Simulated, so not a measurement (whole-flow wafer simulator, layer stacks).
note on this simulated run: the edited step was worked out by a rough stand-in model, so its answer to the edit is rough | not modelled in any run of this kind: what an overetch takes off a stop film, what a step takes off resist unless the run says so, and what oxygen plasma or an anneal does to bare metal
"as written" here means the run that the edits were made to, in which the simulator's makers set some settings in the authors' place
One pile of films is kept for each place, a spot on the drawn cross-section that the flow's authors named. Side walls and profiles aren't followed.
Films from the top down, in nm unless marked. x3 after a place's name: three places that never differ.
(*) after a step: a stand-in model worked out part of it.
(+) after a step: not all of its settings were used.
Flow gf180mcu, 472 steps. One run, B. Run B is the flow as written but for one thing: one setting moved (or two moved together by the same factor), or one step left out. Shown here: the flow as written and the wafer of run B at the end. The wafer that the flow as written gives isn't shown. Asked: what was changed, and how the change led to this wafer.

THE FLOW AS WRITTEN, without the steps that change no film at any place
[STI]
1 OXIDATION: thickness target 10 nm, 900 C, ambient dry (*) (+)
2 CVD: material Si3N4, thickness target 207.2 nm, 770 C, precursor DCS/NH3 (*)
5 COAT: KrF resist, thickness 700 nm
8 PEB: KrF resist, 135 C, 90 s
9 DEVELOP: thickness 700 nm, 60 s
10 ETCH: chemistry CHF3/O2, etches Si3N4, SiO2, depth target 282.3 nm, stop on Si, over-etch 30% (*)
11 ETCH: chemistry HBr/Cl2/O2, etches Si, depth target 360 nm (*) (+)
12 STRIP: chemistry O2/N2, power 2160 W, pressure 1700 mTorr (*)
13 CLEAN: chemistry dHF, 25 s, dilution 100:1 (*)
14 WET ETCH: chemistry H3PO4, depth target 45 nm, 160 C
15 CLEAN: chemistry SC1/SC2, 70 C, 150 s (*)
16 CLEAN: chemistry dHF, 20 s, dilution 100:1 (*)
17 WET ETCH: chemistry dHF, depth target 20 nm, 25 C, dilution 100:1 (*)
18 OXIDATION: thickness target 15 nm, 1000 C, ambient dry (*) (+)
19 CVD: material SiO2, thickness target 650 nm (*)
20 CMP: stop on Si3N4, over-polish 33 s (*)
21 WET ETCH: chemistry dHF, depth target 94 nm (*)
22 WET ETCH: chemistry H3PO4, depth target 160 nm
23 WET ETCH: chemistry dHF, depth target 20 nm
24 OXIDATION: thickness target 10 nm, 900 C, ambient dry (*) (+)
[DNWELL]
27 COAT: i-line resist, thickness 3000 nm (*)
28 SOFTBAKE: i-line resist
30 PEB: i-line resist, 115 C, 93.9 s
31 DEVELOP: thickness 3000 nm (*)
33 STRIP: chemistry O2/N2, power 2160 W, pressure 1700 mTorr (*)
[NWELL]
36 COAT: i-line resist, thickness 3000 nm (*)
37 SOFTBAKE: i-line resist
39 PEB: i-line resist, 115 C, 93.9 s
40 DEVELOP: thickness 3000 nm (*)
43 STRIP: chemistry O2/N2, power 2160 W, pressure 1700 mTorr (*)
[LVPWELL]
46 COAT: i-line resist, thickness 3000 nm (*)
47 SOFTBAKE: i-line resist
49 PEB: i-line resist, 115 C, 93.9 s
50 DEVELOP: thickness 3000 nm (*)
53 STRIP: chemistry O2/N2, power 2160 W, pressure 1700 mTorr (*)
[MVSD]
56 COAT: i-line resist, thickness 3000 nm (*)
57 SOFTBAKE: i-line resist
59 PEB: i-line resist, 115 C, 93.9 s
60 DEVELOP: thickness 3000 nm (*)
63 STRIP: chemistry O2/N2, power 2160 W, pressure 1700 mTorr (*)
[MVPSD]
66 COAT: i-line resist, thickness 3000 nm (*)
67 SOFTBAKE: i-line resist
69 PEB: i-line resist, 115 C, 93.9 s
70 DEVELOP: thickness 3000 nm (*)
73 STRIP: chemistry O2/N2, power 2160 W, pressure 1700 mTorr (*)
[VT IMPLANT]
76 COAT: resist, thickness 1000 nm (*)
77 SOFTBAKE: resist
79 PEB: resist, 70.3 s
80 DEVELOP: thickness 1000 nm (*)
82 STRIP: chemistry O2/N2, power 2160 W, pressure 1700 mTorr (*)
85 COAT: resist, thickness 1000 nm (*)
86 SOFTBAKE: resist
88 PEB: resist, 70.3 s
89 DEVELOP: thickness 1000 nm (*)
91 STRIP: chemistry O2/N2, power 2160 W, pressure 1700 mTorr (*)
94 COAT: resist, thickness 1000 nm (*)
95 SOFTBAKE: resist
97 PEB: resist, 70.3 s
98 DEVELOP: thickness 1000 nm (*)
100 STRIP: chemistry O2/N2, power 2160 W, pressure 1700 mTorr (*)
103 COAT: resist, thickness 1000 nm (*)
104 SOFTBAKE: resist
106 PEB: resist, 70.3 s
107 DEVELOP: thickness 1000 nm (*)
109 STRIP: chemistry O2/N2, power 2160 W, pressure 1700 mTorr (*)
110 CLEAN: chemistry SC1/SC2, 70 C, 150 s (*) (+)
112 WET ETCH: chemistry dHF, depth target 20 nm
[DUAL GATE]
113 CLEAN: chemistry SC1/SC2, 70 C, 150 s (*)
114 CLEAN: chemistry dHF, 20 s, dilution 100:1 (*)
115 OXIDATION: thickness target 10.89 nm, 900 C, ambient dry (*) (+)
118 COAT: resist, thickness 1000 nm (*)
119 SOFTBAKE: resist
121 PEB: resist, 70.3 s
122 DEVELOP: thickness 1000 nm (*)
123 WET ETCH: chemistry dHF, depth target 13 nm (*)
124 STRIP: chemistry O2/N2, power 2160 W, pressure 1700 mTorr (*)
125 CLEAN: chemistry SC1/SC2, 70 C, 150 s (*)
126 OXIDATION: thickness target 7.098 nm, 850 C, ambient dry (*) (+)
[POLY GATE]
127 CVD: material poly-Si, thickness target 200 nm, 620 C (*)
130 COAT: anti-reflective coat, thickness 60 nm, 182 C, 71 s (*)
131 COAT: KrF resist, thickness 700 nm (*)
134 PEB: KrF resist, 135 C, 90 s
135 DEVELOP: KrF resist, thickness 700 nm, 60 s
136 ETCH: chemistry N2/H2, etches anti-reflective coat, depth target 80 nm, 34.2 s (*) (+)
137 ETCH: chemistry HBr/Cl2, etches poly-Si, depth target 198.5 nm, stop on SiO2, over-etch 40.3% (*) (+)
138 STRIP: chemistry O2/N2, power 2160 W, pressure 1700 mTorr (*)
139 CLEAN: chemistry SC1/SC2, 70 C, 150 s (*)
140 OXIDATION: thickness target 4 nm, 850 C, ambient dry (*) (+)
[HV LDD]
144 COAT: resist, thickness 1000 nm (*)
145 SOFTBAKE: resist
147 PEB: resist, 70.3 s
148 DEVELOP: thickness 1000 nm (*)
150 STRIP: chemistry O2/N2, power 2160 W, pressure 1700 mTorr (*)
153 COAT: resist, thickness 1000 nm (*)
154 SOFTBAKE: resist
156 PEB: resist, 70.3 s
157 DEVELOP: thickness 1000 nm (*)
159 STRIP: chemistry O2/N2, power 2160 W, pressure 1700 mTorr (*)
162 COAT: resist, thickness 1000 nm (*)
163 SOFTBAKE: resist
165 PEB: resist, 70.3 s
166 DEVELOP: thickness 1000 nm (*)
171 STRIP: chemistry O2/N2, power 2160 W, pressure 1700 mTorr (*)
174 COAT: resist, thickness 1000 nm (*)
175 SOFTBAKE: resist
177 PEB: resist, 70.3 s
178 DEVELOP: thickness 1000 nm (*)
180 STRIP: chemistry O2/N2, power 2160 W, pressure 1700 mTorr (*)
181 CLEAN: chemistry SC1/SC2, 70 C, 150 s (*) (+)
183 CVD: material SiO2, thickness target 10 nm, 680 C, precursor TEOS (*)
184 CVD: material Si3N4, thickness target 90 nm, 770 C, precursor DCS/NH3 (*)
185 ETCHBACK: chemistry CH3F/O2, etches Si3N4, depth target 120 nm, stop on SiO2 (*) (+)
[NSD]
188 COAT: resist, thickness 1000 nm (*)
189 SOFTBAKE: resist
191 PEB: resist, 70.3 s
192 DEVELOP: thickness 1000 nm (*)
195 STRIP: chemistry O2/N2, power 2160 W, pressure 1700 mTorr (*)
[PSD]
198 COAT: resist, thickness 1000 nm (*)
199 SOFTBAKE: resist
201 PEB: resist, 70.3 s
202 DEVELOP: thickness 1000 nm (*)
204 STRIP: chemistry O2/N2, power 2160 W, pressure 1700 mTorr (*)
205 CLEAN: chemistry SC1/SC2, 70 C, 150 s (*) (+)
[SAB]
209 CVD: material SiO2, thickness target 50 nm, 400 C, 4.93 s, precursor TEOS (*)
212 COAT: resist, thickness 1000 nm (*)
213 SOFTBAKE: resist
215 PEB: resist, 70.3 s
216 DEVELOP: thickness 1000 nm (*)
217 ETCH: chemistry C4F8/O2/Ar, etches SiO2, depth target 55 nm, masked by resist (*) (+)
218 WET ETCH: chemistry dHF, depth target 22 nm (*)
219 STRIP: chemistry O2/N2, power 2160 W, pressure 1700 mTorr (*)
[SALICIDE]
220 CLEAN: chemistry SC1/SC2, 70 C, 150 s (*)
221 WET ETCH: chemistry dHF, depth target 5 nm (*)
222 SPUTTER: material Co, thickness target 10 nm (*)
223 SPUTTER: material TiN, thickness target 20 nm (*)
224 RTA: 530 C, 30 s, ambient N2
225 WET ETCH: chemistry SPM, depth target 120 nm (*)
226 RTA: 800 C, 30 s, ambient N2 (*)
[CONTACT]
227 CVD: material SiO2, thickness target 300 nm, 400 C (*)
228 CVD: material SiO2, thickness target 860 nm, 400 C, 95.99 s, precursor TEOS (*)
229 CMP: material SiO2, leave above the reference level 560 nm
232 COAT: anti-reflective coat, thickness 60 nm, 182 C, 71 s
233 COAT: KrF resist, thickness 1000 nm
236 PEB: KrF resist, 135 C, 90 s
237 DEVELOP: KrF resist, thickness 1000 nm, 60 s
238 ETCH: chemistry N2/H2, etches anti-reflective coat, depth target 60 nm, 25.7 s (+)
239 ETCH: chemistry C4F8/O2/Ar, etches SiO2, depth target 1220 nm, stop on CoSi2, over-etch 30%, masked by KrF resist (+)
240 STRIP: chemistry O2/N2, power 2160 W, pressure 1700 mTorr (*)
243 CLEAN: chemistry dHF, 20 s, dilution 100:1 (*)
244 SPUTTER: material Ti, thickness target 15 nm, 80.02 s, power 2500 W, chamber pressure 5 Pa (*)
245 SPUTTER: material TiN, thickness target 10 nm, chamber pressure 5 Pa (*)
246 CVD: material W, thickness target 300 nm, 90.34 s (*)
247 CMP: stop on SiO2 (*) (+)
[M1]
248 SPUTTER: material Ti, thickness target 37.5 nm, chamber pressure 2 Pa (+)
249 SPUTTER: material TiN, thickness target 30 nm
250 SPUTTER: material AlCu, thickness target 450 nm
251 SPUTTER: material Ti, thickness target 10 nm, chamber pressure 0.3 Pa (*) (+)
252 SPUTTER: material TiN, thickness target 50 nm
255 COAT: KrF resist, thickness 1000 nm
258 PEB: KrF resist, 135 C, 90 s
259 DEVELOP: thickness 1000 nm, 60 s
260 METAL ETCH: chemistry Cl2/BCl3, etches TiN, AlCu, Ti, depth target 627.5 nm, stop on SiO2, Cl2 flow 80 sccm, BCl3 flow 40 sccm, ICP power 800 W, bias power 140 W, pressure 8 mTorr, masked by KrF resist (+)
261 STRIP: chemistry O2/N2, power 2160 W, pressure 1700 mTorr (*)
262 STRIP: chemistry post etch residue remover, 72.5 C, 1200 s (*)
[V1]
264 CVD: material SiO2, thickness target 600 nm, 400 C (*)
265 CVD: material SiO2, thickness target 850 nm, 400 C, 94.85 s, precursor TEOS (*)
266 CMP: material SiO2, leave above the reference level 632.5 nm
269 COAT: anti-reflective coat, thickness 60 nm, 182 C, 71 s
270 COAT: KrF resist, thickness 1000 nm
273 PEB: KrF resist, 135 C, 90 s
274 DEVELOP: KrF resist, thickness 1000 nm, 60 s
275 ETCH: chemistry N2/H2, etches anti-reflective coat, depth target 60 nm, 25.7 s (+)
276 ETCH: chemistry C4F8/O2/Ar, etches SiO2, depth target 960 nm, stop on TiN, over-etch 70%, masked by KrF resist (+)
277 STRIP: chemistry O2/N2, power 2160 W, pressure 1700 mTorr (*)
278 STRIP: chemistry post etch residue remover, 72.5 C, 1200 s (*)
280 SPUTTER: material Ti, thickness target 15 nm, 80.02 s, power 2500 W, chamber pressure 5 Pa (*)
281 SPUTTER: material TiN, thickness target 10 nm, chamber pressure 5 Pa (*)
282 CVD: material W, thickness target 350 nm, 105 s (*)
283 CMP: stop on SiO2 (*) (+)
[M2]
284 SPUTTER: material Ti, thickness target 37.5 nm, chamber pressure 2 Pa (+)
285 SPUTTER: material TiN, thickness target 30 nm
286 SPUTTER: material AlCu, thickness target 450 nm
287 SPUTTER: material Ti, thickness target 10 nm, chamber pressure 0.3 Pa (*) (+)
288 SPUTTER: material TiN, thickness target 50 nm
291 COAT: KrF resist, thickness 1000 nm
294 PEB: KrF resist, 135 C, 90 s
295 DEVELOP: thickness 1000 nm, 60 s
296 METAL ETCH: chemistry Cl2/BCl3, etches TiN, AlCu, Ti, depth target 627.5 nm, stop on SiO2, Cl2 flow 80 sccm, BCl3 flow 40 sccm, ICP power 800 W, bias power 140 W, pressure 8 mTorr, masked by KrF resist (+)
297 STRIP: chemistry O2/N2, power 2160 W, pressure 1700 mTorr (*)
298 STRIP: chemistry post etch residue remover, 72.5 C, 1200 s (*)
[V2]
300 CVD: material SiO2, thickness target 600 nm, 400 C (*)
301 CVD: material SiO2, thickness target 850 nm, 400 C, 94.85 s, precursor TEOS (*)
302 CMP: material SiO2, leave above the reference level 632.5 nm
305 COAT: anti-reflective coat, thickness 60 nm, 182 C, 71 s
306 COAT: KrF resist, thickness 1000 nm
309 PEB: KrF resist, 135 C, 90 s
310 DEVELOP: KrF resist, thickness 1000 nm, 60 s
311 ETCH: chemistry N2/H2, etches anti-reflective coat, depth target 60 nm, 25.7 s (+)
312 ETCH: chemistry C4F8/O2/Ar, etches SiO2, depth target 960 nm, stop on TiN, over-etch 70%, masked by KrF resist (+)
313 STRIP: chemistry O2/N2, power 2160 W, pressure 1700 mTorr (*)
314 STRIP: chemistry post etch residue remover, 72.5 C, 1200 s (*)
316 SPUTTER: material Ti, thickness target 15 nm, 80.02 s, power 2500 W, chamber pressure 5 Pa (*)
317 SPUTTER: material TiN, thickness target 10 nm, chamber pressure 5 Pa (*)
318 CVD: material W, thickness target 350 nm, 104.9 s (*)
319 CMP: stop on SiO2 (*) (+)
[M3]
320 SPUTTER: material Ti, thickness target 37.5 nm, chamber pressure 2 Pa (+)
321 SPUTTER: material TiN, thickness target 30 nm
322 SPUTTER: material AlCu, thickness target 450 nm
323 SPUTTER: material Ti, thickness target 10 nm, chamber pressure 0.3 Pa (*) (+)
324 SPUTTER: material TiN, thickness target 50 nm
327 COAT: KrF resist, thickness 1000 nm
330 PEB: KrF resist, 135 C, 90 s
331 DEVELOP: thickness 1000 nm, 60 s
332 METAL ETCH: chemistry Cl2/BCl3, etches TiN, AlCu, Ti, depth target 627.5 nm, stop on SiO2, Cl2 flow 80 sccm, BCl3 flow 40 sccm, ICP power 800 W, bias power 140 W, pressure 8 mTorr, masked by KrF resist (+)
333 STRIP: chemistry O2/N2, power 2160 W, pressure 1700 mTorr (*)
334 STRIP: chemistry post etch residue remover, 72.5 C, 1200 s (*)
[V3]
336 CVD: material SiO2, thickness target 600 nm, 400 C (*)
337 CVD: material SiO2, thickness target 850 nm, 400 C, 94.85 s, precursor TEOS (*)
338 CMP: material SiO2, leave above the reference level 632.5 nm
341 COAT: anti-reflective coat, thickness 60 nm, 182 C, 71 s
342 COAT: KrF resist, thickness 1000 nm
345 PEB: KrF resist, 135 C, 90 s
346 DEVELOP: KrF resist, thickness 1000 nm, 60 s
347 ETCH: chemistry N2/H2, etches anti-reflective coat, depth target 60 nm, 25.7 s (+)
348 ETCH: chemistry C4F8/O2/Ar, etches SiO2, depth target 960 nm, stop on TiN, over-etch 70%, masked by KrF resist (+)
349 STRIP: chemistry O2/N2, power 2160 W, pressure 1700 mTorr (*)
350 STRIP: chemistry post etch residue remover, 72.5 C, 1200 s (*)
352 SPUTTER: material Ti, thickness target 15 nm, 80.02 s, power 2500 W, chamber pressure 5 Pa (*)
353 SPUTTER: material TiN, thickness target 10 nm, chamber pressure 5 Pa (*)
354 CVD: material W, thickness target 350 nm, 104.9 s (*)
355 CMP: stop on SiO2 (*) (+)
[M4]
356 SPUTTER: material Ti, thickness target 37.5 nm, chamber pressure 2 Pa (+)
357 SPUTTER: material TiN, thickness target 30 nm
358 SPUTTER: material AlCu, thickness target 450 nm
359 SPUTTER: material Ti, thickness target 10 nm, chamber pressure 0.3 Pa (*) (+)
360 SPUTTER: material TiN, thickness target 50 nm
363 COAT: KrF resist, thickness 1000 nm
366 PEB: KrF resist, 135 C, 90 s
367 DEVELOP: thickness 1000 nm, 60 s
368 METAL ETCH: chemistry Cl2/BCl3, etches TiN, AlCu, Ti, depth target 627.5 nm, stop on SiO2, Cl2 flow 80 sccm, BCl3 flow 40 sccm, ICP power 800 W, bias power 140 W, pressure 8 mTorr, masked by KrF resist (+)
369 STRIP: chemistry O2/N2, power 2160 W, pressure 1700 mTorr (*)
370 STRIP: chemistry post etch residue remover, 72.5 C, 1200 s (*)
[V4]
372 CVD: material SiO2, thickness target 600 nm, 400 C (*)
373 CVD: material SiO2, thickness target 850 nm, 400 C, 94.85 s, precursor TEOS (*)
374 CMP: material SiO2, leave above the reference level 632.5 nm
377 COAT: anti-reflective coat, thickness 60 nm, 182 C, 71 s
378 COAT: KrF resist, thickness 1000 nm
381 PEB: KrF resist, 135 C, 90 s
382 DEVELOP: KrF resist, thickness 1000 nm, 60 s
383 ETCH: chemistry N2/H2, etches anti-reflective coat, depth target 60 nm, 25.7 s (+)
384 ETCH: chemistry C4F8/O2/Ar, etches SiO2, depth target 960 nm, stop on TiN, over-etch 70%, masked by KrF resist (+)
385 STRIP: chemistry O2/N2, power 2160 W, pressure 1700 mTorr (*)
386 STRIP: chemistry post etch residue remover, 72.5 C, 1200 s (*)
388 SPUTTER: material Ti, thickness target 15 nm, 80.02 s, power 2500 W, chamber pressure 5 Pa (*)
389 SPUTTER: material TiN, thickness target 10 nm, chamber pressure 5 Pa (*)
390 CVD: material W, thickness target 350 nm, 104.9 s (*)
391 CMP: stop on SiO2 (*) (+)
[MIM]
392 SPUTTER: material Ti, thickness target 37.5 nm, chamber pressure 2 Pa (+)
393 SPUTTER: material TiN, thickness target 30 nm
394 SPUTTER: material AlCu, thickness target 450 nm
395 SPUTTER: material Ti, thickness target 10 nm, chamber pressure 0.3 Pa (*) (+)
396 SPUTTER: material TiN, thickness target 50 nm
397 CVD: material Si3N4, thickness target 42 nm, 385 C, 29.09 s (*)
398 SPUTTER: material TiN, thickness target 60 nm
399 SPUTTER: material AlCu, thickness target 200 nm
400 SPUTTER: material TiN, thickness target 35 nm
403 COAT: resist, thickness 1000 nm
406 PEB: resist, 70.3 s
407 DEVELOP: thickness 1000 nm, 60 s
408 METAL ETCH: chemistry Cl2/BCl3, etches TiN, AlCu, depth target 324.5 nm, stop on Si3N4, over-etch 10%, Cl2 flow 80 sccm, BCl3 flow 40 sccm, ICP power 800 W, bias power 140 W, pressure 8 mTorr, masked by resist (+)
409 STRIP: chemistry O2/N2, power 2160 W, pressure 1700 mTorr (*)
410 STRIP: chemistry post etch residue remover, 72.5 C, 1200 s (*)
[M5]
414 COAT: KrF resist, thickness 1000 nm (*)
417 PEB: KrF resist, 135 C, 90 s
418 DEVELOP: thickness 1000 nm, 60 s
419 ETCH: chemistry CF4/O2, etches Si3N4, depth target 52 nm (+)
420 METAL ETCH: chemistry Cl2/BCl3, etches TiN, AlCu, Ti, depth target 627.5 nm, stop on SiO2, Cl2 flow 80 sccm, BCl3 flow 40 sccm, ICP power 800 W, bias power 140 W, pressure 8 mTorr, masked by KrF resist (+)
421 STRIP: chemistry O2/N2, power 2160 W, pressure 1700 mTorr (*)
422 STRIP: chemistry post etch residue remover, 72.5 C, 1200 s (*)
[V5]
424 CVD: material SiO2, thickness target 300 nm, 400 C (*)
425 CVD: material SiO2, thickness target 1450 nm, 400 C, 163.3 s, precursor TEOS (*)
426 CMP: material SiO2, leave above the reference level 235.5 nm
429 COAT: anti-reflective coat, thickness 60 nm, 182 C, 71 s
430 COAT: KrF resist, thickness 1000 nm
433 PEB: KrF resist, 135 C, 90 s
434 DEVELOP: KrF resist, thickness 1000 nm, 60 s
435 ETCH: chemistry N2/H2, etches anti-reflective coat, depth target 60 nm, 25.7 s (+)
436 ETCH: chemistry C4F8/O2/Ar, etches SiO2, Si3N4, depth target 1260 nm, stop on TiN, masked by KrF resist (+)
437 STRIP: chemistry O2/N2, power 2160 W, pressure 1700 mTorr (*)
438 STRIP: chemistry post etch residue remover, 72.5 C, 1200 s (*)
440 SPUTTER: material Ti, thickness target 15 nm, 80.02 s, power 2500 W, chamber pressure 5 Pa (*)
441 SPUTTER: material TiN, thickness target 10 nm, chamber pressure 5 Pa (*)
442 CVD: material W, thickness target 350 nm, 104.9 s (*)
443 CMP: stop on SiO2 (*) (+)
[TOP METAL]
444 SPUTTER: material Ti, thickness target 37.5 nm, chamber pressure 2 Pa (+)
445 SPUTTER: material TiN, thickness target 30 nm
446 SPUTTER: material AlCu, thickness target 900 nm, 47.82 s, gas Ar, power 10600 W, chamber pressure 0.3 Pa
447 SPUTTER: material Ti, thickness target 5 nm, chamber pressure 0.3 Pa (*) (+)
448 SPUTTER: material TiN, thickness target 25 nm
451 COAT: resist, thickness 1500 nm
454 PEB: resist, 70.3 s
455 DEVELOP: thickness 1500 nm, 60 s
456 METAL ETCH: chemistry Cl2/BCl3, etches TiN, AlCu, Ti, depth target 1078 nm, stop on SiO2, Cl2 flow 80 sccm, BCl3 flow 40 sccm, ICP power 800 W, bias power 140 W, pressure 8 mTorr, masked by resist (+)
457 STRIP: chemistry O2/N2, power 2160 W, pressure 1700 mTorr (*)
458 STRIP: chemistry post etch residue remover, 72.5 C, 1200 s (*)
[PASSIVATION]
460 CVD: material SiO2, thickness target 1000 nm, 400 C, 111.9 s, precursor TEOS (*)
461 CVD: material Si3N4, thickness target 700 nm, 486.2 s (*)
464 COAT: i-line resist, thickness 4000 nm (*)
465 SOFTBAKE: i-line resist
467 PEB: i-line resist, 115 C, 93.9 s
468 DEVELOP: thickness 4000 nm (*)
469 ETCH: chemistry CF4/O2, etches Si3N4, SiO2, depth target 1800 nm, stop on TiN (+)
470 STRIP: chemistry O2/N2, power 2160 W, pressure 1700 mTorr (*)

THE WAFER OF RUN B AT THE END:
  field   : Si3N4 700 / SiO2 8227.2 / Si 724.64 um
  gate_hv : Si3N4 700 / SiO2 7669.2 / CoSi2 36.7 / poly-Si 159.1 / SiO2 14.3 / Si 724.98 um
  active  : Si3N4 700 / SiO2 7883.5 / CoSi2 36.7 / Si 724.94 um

The cause: step 222, SPUTTER: thickness target 10.5 nm was run, where the flow has thickness target 10 nm.

How the change led to this, step by step:
  222 SPUTTER: material Co, thickness target 10 nm (*)
      nw_enc_fld, nw_enc_fld__w1: Co +10.5 (new film) (as written it would be: Co +9.99 (new film))
      field__w5: Co +10.2 (new film) (as written it would be: Co +9.67 (new film))
      (and at 3 more places)
  223 SPUTTER: material TiN, thickness target 20 nm (*)
      field__w12: TiN +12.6 (new film) (as written it would be: TiN +12 (new film))
  224 RTA: 530 C, 30 s, ambient N2
      gate, gate_hv, gate_p and 22 more: under 1 film: CoSi +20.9 (new film), Co -10.5 (all of it), poly-Si -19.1 (as written it would be: under 1 film: CoSi +19.9 (new film), Co -10 (all of it), poly-Si -18.2)
      active, p_well, sd_n and 11 more: under 1 film: CoSi +20.9 (new film), Co -10.5 (all of it), Si -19 (as written it would be: under 1 film: CoSi +19.9 (new film), Co -10 (all of it), Si -18.1)
      (and at 10 more places)
  225 WET ETCH: chemistry SPM, depth target 120 nm (*)
      nw_enc_fld, nw_enc_fld__w1: TiN -20 (all of it), Co -10.5 (all of it) (as written it would be: TiN -20 (all of it), Co -9.99 (all of it))
      field__w5: TiN -19.3 (all of it), Co -10.2 (all of it) (as written it would be: TiN -19.3 (all of it), Co -9.67 (all of it))
      (and at 3 more places)
  226 RTA: 800 C, 30 s, ambient N2 (*)
      gate, gate_hv, gate_p and 22 more: CoSi2 +36.7 (new film), CoSi -20.9 (all of it), poly-Si -19.1 (as written it would be: CoSi2 +35 (new film), CoSi -19.9 (all of it), poly-Si -18.2)
      active, p_well, sd_n and 11 more: CoSi2 +36.7 (new film), CoSi -20.9 (all of it), Si -19 (as written it would be: CoSi2 +35 (new film), CoSi -19.9 (all of it), Si -18.1)
      (and at 10 more places)
